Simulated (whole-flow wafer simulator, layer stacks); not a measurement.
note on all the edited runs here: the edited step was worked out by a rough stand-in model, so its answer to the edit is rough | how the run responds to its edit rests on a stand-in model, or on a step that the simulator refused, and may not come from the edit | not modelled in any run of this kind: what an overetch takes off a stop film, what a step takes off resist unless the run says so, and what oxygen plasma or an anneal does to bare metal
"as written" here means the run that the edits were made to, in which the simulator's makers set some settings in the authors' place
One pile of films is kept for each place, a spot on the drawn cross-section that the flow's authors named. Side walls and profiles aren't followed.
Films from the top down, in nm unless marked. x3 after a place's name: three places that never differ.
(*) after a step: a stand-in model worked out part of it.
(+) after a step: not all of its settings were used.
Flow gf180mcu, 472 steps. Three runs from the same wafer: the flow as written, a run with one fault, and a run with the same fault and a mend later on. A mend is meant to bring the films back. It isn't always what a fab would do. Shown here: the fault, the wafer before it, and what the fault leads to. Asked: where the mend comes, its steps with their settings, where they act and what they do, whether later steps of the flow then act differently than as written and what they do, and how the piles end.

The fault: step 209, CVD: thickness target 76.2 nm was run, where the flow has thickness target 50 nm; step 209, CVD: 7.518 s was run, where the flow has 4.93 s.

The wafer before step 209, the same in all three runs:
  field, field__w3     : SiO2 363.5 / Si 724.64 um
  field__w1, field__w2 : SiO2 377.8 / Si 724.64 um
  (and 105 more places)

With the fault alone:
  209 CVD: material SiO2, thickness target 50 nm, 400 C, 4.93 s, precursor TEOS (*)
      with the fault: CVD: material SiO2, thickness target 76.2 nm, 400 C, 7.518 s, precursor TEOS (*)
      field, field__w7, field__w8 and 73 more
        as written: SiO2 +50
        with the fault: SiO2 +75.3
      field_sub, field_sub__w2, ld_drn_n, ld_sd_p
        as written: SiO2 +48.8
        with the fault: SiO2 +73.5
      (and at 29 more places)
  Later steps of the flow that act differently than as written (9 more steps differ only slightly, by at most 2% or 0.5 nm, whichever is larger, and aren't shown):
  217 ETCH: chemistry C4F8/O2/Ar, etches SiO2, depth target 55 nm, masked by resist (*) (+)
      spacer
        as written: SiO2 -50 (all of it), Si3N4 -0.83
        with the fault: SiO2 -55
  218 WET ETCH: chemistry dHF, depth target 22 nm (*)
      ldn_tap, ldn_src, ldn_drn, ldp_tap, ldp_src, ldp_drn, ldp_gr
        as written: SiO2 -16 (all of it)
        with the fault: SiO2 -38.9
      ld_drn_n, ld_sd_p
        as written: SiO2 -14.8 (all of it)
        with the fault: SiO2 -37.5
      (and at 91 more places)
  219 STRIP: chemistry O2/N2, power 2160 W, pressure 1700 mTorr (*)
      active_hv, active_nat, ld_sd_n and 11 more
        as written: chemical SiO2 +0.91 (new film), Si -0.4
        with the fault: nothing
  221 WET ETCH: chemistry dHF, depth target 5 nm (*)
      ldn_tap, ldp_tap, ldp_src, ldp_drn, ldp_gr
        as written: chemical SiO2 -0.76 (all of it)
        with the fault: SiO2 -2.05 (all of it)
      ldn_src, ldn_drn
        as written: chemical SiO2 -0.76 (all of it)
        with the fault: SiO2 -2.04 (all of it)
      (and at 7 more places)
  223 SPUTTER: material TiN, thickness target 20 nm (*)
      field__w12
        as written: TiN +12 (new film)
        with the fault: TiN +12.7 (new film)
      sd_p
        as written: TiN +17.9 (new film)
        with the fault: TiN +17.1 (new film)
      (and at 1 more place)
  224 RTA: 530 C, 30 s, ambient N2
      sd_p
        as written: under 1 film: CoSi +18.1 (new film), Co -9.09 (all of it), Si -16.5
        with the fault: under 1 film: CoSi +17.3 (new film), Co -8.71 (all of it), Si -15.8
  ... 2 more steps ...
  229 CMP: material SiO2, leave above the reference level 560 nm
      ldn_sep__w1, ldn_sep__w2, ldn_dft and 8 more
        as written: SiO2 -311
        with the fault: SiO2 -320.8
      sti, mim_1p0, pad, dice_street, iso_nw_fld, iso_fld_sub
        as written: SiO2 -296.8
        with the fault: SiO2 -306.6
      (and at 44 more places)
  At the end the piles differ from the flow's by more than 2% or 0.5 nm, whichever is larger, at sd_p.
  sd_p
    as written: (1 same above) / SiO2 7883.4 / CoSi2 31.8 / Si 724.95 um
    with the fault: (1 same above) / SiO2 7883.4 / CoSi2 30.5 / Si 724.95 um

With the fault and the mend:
  The mend comes after step 216.
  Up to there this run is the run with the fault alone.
  217 ETCH: chemistry C4F8/O2/Ar, etches SiO2, depth target 81.2 nm, masked by resist (*) (+) (the flow's step 217, which as written has depth target 55 nm)
      field, field__w1, field__w2 and 96 more
        SiO2 -81.2
      field__w5, field__w9, field__w13 and 8 more
        resist -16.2
      spacer
        SiO2 -75.3 (all of it), Si3N4 -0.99
  Later steps of the flow that act differently than as written (4 more steps differ only slightly, by at most 2% or 0.5 nm, whichever is larger, and aren't shown):
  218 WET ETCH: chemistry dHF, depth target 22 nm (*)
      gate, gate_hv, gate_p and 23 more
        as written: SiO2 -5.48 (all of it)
        with the mend: SiO2 -4.56 (all of it)
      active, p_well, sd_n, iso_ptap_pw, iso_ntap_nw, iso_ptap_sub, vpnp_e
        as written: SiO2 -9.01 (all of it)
        with the mend: SiO2 -8.09 (all of it)
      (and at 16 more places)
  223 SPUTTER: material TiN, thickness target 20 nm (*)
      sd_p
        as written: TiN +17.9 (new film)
        with the mend: TiN +17.1 (new film)
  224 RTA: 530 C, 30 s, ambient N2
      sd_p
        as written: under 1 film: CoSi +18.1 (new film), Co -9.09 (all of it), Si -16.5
        with the mend: under 1 film: CoSi +17.3 (new film), Co -8.71 (all of it), Si -15.8
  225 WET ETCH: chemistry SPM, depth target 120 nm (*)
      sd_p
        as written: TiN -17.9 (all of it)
        with the mend: TiN -17.1 (all of it)
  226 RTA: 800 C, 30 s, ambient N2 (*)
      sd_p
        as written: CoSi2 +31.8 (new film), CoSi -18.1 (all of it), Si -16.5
        with the mend: CoSi2 +30.5 (new film), CoSi -17.3 (all of it), Si -15.8
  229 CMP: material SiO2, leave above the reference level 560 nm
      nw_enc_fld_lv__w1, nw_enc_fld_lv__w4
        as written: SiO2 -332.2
        with the mend: SiO2 -356.6
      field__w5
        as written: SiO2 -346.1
        with the mend: SiO2 -373
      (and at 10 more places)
  At the end the piles differ from the flow's by more than 2% or 0.5 nm, whichever is larger, at sd_p.
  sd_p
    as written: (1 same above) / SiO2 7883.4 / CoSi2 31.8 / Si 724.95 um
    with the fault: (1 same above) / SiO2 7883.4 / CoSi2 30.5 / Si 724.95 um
    with the mend: (1 same above) / SiO2 7883.4 / CoSi2 30.5 / Si 724.95 um
